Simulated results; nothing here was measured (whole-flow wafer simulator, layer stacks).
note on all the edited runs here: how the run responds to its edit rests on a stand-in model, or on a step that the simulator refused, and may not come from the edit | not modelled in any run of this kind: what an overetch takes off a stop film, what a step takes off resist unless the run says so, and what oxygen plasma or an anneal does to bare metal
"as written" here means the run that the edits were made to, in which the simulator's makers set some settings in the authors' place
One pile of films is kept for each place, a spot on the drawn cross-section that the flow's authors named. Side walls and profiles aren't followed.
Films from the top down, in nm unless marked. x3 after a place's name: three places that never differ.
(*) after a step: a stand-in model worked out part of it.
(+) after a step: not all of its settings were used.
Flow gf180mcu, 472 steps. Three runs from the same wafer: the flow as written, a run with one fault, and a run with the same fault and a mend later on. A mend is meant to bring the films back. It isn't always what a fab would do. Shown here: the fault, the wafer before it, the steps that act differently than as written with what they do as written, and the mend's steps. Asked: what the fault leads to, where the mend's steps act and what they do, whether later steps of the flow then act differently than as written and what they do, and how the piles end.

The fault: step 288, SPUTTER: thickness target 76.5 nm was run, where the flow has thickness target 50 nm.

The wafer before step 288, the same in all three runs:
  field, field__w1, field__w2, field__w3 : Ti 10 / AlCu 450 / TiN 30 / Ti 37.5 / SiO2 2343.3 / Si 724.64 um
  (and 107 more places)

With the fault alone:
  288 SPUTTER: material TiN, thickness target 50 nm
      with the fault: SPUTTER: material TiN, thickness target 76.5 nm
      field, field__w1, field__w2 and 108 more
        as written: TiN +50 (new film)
        with the fault: TiN +76.5 (new film)
  Later steps of the flow that act differently than as written (3 more steps differ only slightly, by at most 2% or 0.5 nm, whichever is larger, and aren't shown):
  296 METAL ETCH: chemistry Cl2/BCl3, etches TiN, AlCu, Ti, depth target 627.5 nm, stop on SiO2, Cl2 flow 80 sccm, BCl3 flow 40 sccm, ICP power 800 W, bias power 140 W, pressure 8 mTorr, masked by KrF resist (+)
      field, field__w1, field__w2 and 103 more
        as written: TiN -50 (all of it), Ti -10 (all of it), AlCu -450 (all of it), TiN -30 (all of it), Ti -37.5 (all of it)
        with the fault: TiN -76.5 (all of it), Ti -10 (all of it), AlCu -450 (all of it), TiN -30 (all of it), Ti -37.5 (all of it)
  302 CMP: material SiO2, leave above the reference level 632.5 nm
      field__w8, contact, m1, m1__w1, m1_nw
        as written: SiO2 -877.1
        with the fault: SiO2 -903.6
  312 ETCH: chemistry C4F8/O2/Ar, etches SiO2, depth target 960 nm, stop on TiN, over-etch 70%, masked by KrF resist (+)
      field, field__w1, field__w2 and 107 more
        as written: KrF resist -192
        with the fault: KrF resist -185.6
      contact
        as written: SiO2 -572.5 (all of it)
        with the fault: SiO2 -546 (all of it)
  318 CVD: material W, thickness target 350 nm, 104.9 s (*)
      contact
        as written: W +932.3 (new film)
        with the fault: W +905.5 (new film)
  At the end the piles differ from the flow's by more than 2% or 0.5 nm, whichever is larger, at field__w8, contact, m1, m1__w1, m1_nw.
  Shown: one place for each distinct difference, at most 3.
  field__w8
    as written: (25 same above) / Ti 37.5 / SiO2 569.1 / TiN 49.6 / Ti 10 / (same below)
    with the fault: (25 same above) / Ti 37.5 / SiO2 542.6 / TiN 76.1 / Ti 10 / (same below)
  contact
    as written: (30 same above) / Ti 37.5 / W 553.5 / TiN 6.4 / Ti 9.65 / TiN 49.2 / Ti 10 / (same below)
    with the fault: (30 same above) / Ti 37.5 / W 526.8 / TiN 6.5 / Ti 9.8 / TiN 75.7 / Ti 10 / (same below)

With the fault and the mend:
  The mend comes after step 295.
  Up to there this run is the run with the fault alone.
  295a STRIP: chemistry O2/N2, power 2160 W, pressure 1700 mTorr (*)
      field__w8, contact, m1, m1__w1, m1_nw
        KrF resist -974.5 (all of it)
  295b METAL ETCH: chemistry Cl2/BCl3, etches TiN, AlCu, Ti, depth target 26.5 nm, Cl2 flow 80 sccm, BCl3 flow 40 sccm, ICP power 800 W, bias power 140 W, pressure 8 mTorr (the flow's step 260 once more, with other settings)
      field, field__w1, field__w2 and 108 more
        TiN -26.5
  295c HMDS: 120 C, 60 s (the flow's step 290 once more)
      changes no film at any place that is followed
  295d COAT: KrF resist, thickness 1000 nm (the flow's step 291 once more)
      field, field__w1, field__w2 and 108 more
        KrF resist +1000 (new film)
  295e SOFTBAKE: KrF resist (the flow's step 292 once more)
      changes no film at any place that is followed
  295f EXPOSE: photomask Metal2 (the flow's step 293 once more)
      changes no film at any place that is followed
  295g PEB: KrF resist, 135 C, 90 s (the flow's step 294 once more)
      field, field__w1, field__w2 and 108 more
        KrF resist -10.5
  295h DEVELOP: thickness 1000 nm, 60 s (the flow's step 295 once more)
      field, field__w1, field__w2 and 103 more
        KrF resist -989.5 (all of it)
      field__w8, contact, m1, m1__w1, m1_nw
        KrF resist -14.9
  No later step of the flow acts differently than as written at any place that is followed.
  At the end the piles are the same as the flow's at every place that both follow.
